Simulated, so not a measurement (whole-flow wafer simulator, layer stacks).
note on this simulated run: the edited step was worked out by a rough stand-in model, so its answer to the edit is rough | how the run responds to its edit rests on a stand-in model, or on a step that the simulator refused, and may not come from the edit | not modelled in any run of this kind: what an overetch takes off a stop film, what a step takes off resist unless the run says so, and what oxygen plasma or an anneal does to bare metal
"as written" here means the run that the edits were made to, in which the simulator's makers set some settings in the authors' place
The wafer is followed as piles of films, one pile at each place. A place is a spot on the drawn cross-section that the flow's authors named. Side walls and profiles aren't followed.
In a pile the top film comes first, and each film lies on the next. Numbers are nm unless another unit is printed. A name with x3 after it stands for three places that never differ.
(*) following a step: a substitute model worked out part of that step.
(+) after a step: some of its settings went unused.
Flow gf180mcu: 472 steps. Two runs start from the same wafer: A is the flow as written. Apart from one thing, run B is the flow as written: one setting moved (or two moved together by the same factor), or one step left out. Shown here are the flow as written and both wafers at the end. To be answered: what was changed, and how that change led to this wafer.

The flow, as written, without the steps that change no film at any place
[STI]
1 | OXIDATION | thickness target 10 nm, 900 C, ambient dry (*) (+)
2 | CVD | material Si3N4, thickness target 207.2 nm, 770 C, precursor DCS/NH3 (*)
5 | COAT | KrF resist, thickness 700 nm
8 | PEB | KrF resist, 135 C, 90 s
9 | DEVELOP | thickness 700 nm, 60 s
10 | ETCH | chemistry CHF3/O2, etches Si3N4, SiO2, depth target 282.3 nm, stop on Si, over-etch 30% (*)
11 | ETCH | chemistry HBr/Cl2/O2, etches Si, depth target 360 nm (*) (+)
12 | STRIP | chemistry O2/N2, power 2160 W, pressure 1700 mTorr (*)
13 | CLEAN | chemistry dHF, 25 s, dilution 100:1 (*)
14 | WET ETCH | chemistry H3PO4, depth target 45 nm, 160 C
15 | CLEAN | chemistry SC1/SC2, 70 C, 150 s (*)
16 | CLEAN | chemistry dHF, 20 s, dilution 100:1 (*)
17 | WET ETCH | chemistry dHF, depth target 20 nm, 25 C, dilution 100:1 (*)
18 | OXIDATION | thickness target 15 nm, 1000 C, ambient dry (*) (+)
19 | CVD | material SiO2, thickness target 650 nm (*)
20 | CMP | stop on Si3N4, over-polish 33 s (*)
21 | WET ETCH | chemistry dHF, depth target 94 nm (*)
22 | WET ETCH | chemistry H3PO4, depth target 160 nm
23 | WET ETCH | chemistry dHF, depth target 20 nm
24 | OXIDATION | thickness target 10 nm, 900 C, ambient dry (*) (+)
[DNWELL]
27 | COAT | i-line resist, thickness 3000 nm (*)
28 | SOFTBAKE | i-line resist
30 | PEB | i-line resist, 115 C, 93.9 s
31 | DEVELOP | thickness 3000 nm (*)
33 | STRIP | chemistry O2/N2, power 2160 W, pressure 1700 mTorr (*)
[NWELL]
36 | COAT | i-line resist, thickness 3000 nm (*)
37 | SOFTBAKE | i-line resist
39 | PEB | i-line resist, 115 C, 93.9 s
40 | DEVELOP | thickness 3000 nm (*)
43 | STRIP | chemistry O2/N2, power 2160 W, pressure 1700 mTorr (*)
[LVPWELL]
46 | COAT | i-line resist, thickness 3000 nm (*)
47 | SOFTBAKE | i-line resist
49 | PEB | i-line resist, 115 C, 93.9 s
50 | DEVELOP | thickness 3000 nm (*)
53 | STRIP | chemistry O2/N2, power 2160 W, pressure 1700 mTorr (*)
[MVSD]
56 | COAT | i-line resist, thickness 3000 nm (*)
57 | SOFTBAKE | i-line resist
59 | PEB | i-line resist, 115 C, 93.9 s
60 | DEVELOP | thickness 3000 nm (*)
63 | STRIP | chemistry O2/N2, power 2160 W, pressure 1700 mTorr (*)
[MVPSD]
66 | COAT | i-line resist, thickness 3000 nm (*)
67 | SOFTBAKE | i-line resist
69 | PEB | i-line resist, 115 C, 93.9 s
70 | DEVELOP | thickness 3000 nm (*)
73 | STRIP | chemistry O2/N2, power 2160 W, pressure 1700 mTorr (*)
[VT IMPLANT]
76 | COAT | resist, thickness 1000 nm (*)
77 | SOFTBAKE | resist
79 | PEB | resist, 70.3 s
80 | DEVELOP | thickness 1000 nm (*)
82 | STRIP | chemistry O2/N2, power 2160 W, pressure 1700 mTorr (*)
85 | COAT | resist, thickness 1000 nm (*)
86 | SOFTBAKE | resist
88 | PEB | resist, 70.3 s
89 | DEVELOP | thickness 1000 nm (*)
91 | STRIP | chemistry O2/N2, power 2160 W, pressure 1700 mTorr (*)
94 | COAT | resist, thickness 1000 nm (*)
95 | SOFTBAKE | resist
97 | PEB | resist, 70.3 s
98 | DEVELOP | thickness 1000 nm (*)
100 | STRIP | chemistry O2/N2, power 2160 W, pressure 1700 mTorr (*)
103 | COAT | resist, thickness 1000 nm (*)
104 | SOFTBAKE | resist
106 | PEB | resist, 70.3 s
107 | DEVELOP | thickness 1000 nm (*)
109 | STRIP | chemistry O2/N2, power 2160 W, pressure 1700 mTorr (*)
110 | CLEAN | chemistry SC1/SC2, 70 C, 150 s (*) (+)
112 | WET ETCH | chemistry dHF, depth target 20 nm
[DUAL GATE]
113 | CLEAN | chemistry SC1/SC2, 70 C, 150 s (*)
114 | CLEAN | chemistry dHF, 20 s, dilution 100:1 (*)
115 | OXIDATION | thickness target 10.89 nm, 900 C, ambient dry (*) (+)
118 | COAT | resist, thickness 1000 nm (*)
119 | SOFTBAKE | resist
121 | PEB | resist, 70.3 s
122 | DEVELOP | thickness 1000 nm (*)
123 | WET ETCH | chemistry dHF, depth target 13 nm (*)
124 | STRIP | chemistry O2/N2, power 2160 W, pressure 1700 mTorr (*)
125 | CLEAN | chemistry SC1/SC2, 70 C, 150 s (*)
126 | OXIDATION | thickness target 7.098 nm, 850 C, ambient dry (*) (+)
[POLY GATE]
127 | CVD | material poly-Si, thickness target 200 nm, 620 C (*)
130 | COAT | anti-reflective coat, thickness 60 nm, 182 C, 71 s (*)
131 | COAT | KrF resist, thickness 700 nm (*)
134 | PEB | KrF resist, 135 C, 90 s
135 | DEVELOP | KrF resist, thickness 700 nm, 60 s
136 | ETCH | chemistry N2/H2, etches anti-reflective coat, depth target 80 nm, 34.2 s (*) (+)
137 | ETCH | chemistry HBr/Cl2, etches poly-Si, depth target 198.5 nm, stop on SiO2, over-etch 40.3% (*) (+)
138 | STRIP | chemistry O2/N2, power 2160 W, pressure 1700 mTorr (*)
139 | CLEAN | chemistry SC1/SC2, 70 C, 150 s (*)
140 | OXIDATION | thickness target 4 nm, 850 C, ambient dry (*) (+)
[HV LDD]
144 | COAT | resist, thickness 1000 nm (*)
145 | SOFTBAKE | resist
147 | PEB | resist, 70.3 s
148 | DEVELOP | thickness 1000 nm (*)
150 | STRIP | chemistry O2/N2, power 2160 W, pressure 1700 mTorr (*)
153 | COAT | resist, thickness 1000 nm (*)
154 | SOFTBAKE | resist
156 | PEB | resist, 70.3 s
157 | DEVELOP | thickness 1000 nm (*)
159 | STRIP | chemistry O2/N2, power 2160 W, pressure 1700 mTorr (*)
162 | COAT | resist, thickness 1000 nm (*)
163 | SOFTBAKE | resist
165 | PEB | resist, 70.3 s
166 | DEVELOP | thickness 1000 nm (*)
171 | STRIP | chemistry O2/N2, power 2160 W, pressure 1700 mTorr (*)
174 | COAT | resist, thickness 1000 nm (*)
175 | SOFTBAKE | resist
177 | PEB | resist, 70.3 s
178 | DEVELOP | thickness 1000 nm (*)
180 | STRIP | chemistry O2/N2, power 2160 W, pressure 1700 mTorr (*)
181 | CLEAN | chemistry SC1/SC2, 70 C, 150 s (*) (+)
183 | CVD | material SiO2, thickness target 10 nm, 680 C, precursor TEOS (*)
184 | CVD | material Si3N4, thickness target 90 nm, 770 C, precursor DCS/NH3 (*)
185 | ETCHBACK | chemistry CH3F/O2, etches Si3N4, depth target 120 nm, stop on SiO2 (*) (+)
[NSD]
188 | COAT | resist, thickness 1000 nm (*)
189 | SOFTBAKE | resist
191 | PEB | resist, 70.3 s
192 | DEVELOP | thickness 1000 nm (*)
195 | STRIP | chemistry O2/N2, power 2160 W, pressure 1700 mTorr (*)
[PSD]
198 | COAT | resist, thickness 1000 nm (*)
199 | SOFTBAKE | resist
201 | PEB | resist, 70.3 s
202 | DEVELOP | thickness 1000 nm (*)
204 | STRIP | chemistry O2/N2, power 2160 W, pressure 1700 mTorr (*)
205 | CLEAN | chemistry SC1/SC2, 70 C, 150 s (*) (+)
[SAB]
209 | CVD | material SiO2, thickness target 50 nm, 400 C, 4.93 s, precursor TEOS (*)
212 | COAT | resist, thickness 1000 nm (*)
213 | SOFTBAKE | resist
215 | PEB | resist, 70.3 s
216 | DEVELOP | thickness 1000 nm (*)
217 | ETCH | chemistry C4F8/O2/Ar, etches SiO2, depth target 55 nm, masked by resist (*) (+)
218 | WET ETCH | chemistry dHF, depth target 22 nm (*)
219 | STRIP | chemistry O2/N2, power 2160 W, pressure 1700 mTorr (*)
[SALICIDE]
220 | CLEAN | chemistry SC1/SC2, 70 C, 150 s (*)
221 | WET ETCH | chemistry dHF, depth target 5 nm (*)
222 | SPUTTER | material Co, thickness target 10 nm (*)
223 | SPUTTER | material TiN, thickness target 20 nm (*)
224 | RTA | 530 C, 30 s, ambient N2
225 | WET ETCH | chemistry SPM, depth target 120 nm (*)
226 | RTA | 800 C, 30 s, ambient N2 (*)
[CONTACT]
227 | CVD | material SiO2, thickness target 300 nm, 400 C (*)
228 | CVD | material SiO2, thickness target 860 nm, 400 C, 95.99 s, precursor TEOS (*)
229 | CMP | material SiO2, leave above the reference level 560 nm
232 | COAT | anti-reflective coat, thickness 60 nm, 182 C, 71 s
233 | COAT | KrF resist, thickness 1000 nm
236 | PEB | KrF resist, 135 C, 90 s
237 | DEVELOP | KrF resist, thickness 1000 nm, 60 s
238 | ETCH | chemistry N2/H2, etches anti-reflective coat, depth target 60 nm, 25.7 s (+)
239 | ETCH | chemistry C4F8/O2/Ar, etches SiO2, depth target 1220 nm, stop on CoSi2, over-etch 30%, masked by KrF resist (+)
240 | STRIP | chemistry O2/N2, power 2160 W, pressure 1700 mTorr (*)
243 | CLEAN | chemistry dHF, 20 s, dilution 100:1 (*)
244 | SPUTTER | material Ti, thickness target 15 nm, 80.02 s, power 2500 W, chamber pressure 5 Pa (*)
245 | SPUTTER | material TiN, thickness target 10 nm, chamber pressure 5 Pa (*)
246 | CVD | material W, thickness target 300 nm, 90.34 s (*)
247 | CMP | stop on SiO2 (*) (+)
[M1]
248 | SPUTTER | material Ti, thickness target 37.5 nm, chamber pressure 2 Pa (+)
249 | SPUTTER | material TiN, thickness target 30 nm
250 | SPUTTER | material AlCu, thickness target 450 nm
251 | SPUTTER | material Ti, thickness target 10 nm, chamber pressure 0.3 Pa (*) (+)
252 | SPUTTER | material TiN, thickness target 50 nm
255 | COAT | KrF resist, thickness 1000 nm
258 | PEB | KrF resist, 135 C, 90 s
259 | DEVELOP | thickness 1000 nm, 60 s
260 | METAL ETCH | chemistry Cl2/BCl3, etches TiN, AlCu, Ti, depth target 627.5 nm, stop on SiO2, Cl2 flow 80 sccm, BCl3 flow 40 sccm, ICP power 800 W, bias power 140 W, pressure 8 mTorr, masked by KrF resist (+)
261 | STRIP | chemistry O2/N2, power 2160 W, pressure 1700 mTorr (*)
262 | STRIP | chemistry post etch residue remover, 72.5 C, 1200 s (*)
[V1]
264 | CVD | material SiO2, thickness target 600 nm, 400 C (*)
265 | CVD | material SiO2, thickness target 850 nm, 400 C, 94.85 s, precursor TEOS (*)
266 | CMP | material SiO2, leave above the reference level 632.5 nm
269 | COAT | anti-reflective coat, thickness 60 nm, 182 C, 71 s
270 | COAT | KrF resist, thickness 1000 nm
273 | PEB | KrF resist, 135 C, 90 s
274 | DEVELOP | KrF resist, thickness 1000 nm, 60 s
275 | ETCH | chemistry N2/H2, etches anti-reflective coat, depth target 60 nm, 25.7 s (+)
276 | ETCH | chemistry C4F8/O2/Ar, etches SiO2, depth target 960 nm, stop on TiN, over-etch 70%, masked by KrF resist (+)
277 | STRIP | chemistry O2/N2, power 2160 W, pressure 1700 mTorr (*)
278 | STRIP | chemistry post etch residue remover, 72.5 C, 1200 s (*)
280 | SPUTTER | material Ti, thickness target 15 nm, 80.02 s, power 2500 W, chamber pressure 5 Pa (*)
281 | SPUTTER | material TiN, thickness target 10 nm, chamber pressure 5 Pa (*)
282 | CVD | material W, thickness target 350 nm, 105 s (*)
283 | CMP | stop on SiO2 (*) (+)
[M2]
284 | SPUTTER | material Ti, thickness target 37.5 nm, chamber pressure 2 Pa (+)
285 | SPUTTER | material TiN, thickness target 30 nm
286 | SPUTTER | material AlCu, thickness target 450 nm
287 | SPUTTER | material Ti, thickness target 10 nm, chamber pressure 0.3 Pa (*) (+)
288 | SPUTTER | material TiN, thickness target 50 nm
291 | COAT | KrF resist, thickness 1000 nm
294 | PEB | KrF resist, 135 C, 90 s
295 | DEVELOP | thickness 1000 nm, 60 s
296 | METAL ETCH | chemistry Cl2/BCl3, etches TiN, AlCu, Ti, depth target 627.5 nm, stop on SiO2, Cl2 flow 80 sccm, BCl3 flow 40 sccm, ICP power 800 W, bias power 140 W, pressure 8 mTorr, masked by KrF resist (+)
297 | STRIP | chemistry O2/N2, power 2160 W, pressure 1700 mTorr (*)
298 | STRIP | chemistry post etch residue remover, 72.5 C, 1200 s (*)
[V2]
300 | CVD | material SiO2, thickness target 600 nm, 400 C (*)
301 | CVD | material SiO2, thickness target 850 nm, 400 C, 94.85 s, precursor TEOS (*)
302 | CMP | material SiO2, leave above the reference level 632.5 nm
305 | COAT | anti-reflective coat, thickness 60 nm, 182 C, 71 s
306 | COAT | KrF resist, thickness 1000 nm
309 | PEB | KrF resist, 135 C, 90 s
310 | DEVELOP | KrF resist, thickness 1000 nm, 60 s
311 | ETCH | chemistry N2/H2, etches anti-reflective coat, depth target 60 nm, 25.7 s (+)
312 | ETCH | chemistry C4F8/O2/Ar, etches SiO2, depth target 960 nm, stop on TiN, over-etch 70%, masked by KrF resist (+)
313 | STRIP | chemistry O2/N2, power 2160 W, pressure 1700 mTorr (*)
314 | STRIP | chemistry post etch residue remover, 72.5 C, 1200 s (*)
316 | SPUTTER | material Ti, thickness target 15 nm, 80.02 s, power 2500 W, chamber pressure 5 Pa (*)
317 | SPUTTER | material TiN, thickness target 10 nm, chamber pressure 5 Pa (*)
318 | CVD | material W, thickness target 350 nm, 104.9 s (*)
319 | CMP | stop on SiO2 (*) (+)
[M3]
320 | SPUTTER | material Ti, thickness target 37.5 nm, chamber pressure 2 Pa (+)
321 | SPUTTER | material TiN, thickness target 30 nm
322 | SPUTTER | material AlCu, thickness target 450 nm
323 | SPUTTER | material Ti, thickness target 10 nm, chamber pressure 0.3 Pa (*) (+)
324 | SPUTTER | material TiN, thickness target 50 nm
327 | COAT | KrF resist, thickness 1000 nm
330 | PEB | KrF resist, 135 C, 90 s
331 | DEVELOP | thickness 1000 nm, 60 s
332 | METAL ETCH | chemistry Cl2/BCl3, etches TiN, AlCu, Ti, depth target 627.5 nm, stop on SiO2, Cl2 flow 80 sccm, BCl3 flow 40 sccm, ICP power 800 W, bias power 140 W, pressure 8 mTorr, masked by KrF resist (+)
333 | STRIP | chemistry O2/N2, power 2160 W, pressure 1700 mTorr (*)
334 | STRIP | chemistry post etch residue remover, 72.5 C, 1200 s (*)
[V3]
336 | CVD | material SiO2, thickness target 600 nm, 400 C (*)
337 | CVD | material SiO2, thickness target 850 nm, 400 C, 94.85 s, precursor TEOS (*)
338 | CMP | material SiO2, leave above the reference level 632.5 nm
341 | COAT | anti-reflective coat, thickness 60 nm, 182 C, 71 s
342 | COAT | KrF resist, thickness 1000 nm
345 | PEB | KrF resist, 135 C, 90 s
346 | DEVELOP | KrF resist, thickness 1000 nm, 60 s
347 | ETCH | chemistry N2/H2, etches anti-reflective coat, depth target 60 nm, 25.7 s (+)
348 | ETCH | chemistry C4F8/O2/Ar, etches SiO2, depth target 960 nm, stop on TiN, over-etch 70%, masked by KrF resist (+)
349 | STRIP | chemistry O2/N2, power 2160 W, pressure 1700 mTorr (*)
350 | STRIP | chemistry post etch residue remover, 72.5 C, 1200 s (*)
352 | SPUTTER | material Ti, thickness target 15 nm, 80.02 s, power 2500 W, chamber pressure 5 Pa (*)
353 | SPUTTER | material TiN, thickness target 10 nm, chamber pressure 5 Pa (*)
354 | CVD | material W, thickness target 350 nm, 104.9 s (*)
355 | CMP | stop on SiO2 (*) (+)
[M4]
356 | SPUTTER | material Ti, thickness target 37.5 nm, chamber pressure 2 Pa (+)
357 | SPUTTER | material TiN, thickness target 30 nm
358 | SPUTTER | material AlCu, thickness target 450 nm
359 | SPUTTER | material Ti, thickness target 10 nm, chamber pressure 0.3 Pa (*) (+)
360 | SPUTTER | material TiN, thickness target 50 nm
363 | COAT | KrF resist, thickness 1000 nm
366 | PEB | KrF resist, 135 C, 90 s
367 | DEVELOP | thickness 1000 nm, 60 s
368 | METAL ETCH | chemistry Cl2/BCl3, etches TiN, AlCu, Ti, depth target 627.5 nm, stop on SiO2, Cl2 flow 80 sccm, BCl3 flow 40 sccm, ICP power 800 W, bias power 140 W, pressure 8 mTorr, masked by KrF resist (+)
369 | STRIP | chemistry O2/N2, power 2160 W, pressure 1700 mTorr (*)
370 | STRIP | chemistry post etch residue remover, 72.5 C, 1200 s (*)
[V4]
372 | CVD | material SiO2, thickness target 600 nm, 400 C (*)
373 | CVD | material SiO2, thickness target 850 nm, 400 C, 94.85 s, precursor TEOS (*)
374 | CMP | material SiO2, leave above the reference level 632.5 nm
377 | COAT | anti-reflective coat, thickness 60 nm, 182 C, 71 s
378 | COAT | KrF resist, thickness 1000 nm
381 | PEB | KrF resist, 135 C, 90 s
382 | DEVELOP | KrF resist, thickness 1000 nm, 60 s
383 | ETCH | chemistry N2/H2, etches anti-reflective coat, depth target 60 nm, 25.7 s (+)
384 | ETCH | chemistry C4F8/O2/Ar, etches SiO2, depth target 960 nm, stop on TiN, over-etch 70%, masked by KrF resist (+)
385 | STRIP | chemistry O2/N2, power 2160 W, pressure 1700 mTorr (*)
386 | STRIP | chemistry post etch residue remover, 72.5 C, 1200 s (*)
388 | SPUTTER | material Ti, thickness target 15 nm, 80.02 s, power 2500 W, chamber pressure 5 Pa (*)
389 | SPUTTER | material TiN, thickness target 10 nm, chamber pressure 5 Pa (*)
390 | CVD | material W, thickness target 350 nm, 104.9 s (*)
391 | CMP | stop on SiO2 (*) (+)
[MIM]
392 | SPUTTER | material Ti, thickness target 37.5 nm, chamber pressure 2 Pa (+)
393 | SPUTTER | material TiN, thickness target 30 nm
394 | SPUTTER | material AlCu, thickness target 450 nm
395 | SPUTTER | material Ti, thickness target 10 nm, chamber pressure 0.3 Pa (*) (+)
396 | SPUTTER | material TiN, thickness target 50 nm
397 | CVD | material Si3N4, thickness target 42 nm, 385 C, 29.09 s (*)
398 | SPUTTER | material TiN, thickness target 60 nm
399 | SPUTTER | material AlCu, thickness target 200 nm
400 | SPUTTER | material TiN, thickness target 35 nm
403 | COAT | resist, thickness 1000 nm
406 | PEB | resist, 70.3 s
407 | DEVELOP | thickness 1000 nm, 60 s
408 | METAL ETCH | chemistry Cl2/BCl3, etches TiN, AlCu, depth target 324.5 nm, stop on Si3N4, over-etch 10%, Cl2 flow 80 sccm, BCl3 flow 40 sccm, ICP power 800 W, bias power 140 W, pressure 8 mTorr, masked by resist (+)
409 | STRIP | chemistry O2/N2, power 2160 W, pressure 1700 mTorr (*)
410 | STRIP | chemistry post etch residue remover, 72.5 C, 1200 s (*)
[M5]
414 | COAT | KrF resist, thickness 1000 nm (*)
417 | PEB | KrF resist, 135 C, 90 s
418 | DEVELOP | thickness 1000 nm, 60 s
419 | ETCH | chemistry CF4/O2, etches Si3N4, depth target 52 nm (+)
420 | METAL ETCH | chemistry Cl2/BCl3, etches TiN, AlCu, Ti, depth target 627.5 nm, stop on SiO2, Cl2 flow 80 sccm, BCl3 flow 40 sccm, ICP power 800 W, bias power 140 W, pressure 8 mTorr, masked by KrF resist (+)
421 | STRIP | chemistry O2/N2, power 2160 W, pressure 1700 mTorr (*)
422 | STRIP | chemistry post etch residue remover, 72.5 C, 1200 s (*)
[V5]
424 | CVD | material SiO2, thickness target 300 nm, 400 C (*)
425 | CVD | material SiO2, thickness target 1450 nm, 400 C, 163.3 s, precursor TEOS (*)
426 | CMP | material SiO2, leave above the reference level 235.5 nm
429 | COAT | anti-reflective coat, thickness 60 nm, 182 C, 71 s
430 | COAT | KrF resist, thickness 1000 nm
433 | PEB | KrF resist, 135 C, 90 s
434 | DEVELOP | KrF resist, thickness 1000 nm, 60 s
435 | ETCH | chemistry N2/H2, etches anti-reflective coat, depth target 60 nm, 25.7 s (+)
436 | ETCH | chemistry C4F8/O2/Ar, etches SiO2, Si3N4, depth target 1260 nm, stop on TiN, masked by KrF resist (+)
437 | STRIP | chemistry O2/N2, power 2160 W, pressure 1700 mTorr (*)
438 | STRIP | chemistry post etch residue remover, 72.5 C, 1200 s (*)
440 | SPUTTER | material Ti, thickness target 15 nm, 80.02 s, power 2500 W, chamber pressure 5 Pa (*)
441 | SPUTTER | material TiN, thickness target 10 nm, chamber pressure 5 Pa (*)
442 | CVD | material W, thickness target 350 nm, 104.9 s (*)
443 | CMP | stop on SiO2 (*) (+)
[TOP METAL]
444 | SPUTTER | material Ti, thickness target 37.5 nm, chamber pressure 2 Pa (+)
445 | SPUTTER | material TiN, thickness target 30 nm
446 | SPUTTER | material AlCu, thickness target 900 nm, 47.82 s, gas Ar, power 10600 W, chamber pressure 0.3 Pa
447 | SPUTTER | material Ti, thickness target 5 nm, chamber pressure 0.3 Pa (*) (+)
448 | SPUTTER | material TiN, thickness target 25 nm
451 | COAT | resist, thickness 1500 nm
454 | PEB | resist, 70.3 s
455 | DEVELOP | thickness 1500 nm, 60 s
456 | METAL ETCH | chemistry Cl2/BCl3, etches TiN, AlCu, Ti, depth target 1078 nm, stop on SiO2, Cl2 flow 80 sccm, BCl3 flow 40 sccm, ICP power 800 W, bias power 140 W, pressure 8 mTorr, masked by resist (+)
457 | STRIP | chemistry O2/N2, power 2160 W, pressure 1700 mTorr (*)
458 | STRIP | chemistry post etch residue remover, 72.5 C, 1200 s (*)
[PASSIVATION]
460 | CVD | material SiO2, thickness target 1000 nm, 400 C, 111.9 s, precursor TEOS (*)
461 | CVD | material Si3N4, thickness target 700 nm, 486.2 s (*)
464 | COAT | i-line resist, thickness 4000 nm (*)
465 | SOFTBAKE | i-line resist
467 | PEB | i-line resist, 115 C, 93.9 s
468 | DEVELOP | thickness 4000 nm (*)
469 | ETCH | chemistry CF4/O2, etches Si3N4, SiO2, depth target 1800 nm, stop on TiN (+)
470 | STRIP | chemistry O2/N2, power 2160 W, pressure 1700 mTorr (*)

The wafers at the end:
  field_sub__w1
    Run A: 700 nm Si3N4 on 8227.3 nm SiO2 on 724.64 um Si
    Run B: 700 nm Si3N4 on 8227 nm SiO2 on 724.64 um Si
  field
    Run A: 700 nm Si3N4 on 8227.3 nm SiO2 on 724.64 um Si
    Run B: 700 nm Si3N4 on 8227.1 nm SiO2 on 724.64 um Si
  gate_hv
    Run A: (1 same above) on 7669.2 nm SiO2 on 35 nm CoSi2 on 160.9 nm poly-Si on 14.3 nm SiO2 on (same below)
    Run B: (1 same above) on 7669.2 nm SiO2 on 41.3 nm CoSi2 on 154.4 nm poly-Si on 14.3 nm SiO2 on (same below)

The reason: step 222, SPUTTER: thickness target 11.8 nm was run, though the flow has thickness target 10 nm.

The path from the change to this, step by step:
  222 | SPUTTER | material Co, thickness target 10 nm (*)
      field, field__w7, field__w8 and 72 more: A +10 Co (new film) | B +11.8 Co (new film)
      field__w6, field_sub, field_sub__w2: A +9.95 Co (new film) | B +11.7 Co (new film)
      (also at 33 further places)
  223 | SPUTTER | material TiN, thickness target 20 nm (*)
      field__w12: A +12 TiN (new film) | B +12.6 TiN (new film)
  224 | RTA | 530 C, 30 s, ambient N2
      gate, gate_hv, gate_p and 22 more: A under 1 film: +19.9 CoSi (new film), -10 Co (all of it), -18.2 poly-Si | B under 1 film: +23.5 CoSi (new film), -11.8 Co (all of it), -21.5 poly-Si
      active, p_well, sd_n and 11 more: A under 1 film: +19.9 CoSi (new film), -10 Co (all of it), -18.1 Si | B under 1 film: +23.5 CoSi (new film), -11.8 Co (all of it), -21.4 Si
      (also at 10 further places)
  225 | WET ETCH | chemistry SPM, depth target 120 nm (*)
      field, field__w7, field__w8 and 32 more: A -20 TiN (all of it), -10 Co (all of it) | B -20 TiN (all of it), -11.8 Co (all of it)
      field__w9, nw_enc_fld_lv__w3: A -19.1 TiN (all of it), -9.6 Co (all of it) | B -19.1 TiN (all of it), -11.3 Co (all of it)
      (also at 25 further places)
  226 | RTA | 800 C, 30 s, ambient N2 (*)
      gate, gate_hv, gate_p and 22 more: A +35 CoSi2 (new film), -19.9 CoSi (all of it), -18.2 poly-Si | B +41.3 CoSi2 (new film), -23.5 CoSi (all of it), -21.5 poly-Si
      active, p_well, sd_n and 11 more: A +35 CoSi2 (new film), -19.9 CoSi (all of it), -18.1 Si | B +41.3 CoSi2 (new film), -23.5 CoSi (all of it), -21.4 Si
      (also at 10 further places)
